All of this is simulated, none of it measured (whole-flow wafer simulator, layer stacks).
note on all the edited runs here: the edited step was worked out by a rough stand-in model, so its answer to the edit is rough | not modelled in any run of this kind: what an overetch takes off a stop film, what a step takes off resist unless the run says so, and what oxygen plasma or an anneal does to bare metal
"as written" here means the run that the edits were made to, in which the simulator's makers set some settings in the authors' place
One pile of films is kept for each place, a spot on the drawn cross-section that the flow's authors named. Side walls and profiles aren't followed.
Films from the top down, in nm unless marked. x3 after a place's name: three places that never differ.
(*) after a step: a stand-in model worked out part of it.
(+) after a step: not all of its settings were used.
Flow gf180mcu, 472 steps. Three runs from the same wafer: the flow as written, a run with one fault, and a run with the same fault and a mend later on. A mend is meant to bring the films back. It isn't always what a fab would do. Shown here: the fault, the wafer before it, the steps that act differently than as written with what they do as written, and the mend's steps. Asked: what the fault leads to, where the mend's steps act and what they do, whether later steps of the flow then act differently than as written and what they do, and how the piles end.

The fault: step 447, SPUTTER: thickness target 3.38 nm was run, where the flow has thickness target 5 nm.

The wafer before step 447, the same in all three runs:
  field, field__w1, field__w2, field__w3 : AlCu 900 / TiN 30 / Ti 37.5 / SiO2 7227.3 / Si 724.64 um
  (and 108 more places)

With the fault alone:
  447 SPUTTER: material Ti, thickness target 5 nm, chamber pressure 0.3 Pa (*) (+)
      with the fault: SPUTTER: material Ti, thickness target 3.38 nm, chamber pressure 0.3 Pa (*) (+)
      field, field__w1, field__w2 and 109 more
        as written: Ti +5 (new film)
        with the fault: Ti +3.38 (new film)
  Later steps of the flow that act differently than as written (4 more steps differ only slightly, by at most 2% or 0.5 nm, whichever is larger, and aren't shown):
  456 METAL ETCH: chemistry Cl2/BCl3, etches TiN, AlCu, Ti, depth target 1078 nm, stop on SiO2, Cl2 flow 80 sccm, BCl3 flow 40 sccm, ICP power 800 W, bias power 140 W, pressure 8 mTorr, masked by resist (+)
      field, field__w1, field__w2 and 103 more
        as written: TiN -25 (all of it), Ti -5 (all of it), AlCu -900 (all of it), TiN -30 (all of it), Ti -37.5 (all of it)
        with the fault: TiN -25 (all of it), Ti -3.38 (all of it), AlCu -900 (all of it), TiN -30 (all of it), Ti -37.5 (all of it)
  At the end the piles differ from the flow's by more than 2% or 0.5 nm, whichever is larger, at field__w8, contact, m1, m1__w1, pad, m1_nw.
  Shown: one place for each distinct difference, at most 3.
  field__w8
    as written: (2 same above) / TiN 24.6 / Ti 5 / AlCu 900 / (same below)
    with the fault: (2 same above) / TiN 24.6 / Ti 3.38 / AlCu 900 / (same below)
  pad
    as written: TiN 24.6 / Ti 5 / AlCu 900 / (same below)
    with the fault: TiN 24.6 / Ti 3.38 / AlCu 900 / (same below)

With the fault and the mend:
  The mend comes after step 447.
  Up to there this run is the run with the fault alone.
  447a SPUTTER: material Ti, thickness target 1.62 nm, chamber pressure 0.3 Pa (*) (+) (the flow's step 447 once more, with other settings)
      field, field__w1, field__w2 and 109 more
        Ti +1.62
  No later step of the flow acts differently than as written at any place that is followed.
  At the end the piles are the same as the flow's at every place that both follow.
